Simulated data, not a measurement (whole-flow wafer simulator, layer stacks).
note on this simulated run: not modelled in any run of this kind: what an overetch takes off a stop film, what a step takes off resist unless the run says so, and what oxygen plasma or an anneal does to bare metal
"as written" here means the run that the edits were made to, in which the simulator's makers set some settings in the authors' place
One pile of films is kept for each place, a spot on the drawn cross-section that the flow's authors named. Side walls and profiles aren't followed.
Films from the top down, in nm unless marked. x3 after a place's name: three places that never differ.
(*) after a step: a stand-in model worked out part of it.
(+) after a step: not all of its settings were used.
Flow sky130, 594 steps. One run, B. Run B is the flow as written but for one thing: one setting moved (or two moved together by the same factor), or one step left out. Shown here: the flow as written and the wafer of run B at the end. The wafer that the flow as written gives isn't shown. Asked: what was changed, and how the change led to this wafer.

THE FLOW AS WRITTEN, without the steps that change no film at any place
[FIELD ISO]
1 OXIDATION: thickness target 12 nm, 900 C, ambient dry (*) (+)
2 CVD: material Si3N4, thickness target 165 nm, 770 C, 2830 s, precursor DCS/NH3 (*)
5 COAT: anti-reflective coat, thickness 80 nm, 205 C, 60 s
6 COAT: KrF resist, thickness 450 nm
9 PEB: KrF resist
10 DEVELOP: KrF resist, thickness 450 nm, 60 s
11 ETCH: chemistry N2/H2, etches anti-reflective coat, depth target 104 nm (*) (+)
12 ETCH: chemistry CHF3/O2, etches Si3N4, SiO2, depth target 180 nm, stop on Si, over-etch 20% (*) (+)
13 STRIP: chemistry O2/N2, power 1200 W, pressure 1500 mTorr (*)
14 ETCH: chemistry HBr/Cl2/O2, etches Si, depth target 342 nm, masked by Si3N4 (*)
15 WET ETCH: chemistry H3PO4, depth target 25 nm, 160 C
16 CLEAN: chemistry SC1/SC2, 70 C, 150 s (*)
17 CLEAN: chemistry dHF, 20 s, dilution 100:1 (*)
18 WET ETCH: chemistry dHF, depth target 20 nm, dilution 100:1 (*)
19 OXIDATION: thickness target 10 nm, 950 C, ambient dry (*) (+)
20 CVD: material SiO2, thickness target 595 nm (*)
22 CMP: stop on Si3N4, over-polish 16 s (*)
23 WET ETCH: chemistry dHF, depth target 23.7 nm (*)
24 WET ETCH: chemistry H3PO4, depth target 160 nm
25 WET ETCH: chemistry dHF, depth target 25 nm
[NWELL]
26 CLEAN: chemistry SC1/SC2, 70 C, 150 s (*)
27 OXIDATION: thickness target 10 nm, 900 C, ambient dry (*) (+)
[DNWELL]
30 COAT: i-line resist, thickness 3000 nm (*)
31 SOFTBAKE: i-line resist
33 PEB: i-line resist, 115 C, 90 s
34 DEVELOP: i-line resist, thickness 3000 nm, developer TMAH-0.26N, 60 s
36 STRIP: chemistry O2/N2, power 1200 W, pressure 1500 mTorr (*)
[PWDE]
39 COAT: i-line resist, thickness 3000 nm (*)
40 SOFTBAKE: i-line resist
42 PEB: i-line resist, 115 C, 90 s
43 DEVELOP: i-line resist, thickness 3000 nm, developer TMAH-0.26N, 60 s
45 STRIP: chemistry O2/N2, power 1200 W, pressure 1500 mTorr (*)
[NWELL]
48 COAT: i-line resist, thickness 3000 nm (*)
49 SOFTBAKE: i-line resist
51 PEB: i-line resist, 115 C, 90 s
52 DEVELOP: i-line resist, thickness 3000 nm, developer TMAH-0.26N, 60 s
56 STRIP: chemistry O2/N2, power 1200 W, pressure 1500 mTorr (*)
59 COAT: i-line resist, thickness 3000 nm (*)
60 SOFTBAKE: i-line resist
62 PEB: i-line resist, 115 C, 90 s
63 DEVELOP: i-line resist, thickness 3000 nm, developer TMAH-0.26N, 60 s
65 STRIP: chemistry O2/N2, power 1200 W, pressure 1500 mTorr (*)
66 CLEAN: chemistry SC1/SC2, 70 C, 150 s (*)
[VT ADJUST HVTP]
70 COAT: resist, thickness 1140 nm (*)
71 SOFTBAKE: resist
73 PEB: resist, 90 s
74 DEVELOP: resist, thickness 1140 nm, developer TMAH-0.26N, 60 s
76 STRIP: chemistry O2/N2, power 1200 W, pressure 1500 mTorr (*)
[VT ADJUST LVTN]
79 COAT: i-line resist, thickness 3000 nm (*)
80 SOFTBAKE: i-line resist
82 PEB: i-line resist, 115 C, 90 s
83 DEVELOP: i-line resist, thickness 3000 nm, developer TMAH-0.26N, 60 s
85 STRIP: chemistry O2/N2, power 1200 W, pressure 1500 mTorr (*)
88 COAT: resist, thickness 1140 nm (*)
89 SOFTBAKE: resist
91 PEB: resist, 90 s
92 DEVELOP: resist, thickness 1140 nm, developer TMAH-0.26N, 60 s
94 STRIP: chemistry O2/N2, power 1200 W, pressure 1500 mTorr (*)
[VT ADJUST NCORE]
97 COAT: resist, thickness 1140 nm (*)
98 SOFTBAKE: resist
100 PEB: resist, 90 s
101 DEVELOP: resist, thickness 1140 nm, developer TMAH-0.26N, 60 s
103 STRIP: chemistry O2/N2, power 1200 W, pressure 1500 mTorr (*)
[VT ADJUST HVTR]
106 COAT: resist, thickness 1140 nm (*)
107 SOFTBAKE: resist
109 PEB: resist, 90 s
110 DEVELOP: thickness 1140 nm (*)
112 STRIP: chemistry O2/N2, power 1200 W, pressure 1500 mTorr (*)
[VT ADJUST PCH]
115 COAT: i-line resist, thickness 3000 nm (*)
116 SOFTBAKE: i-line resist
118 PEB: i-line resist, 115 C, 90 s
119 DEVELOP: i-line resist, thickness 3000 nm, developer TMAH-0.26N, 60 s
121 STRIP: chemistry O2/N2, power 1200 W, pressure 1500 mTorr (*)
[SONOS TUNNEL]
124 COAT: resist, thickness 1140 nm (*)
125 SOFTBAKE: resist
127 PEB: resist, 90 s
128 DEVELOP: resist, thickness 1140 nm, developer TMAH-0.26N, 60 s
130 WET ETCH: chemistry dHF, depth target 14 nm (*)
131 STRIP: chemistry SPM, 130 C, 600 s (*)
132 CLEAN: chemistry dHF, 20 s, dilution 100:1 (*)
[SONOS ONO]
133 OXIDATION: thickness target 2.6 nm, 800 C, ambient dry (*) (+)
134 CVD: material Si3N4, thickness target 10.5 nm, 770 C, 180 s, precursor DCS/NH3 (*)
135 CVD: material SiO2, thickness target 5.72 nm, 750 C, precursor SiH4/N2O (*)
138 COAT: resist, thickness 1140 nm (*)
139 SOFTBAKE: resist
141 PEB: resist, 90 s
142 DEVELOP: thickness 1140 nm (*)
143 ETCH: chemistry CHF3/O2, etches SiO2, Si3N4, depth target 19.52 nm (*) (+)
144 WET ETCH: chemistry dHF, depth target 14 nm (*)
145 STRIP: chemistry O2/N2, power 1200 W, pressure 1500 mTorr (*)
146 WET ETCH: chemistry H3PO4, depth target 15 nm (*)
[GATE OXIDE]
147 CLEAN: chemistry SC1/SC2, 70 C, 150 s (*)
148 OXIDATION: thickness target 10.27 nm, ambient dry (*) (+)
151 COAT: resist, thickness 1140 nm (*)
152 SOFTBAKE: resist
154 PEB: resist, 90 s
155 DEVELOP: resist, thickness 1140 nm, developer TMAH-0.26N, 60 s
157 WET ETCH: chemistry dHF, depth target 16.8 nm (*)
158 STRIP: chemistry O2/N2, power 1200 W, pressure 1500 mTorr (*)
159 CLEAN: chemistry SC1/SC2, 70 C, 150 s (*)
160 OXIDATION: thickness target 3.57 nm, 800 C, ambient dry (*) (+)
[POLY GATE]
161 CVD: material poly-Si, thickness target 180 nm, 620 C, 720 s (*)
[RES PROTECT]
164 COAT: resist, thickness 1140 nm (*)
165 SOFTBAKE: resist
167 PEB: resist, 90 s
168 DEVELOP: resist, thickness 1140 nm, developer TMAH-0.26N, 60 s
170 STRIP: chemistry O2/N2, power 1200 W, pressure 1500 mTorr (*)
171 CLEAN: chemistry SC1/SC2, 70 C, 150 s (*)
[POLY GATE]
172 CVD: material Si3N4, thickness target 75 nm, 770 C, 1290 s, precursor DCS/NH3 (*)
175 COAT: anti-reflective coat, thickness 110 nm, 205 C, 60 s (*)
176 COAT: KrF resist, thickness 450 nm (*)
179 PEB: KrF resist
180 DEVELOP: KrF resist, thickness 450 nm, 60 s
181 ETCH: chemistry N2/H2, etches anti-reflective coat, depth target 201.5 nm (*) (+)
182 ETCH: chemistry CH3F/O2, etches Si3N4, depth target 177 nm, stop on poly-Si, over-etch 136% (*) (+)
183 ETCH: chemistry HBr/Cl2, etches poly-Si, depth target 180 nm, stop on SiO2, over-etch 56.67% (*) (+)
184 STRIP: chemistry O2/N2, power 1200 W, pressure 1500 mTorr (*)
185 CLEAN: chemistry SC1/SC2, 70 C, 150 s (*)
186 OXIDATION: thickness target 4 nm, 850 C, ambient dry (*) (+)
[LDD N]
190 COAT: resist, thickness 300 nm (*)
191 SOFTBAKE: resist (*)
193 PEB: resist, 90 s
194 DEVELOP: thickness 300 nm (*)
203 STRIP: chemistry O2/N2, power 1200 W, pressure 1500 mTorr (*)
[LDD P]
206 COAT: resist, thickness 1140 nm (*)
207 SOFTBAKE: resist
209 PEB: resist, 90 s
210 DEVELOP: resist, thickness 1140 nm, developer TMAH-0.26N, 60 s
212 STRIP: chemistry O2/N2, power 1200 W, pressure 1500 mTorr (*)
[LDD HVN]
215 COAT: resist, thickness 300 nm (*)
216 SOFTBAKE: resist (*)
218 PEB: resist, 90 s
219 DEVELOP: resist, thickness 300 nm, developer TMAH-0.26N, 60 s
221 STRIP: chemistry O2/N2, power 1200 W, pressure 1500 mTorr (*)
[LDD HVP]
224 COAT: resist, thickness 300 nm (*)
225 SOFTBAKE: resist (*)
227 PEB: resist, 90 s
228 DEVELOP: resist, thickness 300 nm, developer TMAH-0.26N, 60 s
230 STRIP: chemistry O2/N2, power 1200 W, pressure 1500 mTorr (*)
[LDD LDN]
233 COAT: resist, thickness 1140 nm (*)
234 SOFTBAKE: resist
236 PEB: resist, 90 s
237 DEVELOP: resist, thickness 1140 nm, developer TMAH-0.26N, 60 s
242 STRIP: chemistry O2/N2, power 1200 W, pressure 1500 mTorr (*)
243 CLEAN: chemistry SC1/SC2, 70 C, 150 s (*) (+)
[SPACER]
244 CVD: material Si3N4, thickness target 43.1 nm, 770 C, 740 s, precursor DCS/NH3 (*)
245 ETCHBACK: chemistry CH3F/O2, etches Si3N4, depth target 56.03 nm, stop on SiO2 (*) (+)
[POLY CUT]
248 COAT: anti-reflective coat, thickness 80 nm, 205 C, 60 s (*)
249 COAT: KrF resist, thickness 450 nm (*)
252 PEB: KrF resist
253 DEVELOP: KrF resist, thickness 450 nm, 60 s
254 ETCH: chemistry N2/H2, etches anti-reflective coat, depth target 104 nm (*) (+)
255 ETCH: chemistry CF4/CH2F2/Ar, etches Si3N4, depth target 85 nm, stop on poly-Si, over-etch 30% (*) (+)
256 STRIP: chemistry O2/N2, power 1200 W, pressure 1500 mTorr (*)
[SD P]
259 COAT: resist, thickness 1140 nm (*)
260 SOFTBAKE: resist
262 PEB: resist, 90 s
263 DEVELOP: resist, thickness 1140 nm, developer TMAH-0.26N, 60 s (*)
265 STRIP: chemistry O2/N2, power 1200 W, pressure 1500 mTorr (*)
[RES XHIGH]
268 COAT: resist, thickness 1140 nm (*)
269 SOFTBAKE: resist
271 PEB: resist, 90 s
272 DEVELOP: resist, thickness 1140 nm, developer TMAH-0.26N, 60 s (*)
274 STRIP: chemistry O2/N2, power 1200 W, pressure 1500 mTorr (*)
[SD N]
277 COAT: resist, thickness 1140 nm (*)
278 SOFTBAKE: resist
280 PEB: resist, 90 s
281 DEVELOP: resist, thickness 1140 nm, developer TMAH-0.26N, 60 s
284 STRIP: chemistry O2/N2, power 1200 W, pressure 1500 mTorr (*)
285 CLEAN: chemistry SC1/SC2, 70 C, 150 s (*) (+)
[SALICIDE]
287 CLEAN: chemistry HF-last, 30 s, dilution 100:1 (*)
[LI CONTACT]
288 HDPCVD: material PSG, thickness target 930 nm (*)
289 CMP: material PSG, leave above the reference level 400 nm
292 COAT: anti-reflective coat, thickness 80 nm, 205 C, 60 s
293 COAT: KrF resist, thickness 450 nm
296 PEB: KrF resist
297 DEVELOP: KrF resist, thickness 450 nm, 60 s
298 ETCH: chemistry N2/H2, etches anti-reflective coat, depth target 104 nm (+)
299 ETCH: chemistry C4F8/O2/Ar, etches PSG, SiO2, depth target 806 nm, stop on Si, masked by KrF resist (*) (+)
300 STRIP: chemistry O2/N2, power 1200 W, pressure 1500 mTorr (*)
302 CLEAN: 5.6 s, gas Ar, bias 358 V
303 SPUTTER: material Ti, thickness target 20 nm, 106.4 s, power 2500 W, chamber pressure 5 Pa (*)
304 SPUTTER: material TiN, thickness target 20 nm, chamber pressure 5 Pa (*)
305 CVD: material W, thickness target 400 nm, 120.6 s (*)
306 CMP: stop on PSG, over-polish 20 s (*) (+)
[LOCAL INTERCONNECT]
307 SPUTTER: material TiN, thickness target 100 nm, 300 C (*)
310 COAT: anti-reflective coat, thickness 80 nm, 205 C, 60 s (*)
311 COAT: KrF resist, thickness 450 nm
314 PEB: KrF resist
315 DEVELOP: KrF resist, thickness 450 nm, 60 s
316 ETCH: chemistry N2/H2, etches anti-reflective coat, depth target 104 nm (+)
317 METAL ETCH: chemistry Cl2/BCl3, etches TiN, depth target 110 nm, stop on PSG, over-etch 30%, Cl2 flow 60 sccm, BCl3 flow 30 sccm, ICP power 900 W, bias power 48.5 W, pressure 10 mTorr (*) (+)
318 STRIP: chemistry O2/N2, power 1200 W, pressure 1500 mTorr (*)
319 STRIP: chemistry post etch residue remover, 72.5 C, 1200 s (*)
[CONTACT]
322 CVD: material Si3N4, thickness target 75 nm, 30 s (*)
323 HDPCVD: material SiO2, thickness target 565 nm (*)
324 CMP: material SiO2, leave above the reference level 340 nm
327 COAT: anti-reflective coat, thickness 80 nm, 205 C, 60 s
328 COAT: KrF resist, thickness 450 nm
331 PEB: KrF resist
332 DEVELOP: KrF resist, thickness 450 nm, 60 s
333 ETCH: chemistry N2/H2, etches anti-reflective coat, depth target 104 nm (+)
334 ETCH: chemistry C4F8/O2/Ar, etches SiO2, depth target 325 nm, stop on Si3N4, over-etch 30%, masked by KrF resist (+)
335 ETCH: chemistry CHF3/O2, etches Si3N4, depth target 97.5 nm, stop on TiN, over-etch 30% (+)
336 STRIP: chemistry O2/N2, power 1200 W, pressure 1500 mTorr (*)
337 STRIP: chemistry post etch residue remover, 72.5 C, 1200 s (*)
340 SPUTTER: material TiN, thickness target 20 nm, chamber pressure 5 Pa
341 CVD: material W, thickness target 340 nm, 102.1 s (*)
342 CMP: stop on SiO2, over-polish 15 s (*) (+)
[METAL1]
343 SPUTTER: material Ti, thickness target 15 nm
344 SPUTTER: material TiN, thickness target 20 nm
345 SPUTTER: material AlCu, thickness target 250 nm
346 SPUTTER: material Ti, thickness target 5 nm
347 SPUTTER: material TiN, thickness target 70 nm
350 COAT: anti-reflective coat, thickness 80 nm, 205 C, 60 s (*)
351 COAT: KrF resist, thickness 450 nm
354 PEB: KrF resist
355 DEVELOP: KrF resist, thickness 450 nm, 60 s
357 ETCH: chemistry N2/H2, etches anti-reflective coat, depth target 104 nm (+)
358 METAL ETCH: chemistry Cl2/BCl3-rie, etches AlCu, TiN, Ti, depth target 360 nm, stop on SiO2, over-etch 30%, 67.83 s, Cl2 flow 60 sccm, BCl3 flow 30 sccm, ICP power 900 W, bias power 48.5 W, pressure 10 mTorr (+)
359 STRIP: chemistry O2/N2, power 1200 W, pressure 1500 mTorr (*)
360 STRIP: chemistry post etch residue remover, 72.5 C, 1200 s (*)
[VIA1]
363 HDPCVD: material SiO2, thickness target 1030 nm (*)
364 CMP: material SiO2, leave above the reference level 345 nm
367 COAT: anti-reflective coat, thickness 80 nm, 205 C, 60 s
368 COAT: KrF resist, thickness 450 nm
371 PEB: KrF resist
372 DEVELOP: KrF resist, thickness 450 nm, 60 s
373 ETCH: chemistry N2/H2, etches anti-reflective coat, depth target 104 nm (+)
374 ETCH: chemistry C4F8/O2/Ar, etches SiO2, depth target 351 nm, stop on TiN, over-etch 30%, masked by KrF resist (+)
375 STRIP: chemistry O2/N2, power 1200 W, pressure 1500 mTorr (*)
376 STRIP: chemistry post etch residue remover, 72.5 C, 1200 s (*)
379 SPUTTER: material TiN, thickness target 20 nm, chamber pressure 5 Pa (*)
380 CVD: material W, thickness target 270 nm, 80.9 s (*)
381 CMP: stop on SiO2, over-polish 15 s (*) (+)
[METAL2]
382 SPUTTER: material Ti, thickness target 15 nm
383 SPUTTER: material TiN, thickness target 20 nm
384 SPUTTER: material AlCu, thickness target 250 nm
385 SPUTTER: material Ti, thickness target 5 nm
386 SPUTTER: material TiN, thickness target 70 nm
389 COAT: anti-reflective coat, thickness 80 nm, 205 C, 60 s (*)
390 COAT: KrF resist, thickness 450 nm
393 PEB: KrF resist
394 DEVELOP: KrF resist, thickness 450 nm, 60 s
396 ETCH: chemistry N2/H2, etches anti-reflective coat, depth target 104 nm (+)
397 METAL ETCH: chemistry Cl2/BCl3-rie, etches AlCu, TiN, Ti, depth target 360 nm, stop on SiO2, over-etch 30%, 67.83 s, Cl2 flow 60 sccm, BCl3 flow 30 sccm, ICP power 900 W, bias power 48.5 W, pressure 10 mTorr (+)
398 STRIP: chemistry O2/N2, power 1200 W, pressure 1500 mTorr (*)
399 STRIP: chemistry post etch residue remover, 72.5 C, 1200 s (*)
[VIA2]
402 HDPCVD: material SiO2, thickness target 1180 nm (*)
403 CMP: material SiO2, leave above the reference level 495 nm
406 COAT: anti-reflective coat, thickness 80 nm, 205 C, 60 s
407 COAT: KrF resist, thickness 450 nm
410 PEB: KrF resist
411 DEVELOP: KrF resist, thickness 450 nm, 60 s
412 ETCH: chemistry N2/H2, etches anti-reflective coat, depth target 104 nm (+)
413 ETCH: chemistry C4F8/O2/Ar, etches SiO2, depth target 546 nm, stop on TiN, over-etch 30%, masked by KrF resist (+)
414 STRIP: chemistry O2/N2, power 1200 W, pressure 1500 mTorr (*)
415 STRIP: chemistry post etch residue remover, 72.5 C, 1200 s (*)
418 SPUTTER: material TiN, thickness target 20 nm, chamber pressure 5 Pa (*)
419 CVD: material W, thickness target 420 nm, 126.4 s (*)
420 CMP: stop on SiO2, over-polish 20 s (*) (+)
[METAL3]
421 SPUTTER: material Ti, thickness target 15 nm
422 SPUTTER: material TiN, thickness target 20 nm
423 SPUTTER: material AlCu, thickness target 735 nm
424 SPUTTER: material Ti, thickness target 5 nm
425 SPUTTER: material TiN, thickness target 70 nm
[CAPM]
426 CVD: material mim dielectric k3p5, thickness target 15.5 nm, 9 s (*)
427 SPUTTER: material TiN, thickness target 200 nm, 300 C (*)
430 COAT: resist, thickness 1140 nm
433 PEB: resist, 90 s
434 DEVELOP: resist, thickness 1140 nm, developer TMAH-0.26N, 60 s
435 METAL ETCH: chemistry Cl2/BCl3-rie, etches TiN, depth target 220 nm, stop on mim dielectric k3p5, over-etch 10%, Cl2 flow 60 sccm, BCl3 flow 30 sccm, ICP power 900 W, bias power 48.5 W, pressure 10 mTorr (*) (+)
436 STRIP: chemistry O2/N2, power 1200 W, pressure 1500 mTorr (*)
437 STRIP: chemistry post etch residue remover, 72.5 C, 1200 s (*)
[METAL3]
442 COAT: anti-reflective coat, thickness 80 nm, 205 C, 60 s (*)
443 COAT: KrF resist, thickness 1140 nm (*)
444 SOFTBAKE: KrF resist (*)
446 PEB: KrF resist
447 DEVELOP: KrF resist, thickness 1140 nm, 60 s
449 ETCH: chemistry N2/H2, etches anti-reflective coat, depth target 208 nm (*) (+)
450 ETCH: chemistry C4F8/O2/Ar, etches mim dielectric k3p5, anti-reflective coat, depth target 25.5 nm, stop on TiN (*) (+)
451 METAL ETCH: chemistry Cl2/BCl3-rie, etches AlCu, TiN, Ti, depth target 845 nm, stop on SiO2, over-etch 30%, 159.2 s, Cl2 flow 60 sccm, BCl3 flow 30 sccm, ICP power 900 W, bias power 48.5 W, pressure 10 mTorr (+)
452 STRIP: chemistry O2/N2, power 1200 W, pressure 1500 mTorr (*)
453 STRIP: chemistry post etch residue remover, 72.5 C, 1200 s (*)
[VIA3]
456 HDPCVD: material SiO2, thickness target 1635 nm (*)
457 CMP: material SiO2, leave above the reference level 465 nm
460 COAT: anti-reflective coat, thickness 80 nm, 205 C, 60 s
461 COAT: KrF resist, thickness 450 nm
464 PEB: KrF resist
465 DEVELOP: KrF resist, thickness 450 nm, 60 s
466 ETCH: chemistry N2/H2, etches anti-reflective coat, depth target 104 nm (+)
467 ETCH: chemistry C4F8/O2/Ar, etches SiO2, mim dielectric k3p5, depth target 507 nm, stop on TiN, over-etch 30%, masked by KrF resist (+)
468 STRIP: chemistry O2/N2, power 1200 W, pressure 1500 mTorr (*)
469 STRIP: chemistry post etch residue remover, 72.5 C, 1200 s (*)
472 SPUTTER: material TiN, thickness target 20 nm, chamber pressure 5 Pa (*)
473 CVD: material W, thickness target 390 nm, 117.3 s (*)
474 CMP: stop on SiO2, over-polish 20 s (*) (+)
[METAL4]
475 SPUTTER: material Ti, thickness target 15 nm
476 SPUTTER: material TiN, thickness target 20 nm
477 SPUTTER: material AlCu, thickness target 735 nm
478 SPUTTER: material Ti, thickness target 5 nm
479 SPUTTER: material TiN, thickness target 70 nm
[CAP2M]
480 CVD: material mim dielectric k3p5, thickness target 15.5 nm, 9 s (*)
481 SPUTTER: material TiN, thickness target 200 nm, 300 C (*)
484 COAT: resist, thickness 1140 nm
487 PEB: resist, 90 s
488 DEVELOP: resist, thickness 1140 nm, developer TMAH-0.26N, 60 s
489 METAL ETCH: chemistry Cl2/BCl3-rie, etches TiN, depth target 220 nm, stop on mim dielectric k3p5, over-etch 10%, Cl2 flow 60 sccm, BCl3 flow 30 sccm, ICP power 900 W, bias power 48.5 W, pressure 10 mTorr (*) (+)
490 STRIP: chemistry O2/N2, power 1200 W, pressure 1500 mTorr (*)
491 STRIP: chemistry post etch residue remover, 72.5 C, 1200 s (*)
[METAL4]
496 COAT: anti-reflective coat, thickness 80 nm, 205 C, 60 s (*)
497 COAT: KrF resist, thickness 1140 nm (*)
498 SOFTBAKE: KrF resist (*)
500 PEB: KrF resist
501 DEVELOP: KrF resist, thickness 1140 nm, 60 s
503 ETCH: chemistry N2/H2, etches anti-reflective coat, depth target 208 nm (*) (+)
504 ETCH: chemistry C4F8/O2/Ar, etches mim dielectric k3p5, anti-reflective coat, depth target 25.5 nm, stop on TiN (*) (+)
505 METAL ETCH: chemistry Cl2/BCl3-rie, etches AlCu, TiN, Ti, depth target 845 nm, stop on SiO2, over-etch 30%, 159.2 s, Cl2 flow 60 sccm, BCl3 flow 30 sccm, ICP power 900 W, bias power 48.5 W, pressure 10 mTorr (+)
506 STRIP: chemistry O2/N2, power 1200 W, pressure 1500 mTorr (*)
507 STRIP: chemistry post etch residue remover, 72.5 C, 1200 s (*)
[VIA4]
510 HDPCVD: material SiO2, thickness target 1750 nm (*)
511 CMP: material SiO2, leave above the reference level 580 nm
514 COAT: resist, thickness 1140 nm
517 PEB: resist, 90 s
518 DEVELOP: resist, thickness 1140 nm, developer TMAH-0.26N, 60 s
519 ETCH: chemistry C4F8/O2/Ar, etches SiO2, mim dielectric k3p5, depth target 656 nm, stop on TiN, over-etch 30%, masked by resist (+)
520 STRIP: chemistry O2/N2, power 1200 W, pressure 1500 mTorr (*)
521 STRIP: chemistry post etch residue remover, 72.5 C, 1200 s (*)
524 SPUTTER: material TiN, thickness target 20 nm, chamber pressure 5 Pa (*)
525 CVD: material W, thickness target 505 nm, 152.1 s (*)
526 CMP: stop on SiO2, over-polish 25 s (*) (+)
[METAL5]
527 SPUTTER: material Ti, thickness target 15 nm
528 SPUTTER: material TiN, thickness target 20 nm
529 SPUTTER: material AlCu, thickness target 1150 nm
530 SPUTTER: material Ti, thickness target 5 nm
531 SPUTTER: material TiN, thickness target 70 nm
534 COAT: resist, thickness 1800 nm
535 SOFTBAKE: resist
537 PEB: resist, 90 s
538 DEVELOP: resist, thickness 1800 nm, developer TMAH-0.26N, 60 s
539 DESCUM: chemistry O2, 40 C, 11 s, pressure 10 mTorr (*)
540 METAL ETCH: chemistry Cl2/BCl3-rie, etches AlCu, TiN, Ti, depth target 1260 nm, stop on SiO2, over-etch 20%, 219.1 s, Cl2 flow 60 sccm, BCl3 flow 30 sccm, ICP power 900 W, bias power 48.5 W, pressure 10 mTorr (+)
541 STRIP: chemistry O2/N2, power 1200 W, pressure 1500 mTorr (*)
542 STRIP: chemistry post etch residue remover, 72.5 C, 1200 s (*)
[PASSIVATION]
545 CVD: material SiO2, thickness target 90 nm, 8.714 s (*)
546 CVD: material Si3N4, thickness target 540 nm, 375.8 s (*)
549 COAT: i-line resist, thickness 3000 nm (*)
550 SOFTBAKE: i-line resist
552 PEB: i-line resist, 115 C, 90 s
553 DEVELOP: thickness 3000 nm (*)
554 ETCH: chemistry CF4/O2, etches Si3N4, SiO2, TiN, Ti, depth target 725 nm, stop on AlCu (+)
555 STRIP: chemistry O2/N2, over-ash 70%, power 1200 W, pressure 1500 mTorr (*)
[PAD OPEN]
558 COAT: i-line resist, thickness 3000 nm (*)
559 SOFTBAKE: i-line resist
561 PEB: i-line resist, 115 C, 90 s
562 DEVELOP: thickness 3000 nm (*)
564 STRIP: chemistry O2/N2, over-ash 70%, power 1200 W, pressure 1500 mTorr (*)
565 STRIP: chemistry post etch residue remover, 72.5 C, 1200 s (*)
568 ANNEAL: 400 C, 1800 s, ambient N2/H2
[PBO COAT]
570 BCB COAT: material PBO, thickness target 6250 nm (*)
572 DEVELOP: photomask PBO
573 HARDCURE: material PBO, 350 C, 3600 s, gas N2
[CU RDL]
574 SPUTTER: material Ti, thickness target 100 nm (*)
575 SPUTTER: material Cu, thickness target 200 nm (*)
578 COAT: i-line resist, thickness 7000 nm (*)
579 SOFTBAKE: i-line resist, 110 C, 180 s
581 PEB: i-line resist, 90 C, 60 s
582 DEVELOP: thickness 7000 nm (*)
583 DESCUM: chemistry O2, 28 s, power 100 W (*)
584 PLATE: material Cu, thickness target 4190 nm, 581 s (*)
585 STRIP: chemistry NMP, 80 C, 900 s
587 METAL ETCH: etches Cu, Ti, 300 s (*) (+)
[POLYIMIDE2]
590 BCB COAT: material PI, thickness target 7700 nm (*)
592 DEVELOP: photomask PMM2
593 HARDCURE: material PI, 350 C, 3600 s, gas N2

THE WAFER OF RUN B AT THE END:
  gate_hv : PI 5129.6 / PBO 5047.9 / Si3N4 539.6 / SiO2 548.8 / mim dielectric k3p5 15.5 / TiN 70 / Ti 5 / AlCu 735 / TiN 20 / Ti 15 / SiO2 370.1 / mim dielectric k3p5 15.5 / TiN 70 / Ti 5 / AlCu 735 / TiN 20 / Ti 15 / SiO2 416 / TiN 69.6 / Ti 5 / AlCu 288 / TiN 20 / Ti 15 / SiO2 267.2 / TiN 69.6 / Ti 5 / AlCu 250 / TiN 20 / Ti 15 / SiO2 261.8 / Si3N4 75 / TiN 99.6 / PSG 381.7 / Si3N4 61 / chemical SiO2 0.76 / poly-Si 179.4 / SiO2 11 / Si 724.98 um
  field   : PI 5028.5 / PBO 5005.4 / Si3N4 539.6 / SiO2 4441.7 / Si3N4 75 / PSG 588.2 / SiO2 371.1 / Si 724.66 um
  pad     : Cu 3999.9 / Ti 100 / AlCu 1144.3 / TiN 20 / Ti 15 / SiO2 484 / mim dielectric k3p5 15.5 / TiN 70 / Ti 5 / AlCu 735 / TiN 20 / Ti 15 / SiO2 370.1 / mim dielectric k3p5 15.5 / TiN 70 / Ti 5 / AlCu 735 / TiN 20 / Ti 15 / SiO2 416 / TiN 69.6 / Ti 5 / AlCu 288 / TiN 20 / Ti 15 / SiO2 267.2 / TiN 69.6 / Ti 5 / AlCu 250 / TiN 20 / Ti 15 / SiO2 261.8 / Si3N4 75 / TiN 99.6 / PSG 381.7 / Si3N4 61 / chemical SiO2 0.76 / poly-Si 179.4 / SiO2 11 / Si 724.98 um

The cause: step 384, SPUTTER: thickness target 288 nm was run, where the flow has thickness target 250 nm.
It can be read off the wafer: gate_hv has AlCu 288, and step 384 as written asks for 250 nm.

How the change led to this, step by step:
  384 SPUTTER: material AlCu, thickness target 250 nm
      field, active, n_well and 188 more: AlCu +288 (new film) (as written it would be: AlCu +250 (new film))
  397 METAL ETCH: chemistry Cl2/BCl3-rie, etches AlCu, TiN, Ti, depth target 360 nm, stop on SiO2, over-etch 30%, 67.83 s, Cl2 flow 60 sccm, BCl3 flow 30 sccm, ICP power 900 W, bias power 48.5 W, pressure 10 mTorr (+)
      field, active, gate and 82 more: TiN -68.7 (all of it), Ti -5 (all of it), AlCu -288 (all of it), TiN -20 (all of it), Ti -15 (all of it), SiO2 -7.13 (as written it would be: TiN -68.7 (all of it), Ti -5 (all of it), AlCu -250 (all of it), TiN -20 (all of it), Ti -15 (all of it), SiO2 -10.9)
  403 CMP: material SiO2, leave above the reference level 495 nm
      field, active, gate and 82 more: SiO2 -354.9 (as written it would be: SiO2 -389.1)
